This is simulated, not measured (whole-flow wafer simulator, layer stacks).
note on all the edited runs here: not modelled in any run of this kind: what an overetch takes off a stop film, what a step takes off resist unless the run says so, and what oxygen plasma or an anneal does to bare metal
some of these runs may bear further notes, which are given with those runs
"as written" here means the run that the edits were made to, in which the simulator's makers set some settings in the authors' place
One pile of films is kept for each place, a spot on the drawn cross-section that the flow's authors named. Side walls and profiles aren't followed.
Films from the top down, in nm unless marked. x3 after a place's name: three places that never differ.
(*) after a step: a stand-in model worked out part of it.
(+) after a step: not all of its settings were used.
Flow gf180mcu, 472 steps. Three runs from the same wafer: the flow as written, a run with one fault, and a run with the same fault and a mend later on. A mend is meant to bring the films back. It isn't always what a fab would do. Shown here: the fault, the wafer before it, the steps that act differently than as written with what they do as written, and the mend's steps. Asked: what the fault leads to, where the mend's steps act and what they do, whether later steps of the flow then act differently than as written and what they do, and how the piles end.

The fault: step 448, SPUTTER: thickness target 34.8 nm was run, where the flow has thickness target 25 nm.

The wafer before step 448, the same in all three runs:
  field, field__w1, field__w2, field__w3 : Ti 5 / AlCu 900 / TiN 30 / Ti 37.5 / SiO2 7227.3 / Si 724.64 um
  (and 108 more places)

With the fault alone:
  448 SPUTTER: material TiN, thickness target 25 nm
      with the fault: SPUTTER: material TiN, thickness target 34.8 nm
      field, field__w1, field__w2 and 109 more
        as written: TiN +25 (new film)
        with the fault: TiN +34.8 (new film)
  Later steps of the flow that act differently than as written (4 more steps differ only slightly, by at most 2% or 0.5 nm, whichever is larger, and aren't shown):
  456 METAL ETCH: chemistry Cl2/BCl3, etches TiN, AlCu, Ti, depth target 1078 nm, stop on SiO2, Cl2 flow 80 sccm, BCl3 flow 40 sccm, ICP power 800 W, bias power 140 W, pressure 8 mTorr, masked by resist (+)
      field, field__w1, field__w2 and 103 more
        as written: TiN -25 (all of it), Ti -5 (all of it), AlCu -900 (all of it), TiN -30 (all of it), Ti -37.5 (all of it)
        with the fault: TiN -34.8 (all of it), Ti -5 (all of it), AlCu -900 (all of it), TiN -30 (all of it), Ti -37.5 (all of it)
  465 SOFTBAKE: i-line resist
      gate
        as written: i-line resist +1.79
        with the fault: i-line resist -0.29
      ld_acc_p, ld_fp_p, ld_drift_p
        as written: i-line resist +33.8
        with the fault: i-line resist +27.3
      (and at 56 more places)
  At the end the piles differ from the flow's by more than 2% or 0.5 nm, whichever is larger, at field__w8, contact, m1, m1__w1, pad, m1_nw.
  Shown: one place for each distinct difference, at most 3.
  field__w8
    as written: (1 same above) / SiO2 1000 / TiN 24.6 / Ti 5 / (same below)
    with the fault: (1 same above) / SiO2 1000 / TiN 34.4 / Ti 5 / (same below)
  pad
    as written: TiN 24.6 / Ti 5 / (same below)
    with the fault: TiN 34.4 / Ti 5 / (same below)

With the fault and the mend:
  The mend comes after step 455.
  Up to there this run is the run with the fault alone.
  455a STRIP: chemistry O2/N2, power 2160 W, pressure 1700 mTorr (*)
      field__w8, contact, m1, m1__w1, pad, m1_nw
        resist -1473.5 (all of it)
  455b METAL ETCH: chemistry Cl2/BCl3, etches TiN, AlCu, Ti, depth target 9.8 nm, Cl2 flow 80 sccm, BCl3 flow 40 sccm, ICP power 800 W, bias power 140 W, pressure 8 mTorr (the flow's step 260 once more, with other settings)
      field, field__w1, field__w2 and 109 more
        TiN -9.8
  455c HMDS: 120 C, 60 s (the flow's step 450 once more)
      changes no film at any place that is followed
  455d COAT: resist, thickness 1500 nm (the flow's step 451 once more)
      field, field__w1, field__w2 and 109 more
        resist +1500 (new film)
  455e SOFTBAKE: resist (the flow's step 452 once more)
      changes no film at any place that is followed
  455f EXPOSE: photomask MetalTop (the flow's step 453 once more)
      changes no film at any place that is followed
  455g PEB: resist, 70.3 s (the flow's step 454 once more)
      field, field__w1, field__w2 and 109 more
        resist -26.5
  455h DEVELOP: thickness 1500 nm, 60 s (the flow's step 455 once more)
      field, field__w1, field__w2 and 103 more
        resist -1473.5 (all of it)
  No later step of the flow acts differently than as written at any place that is followed.
  At the end the piles are the same as the flow's at every place that both follow.
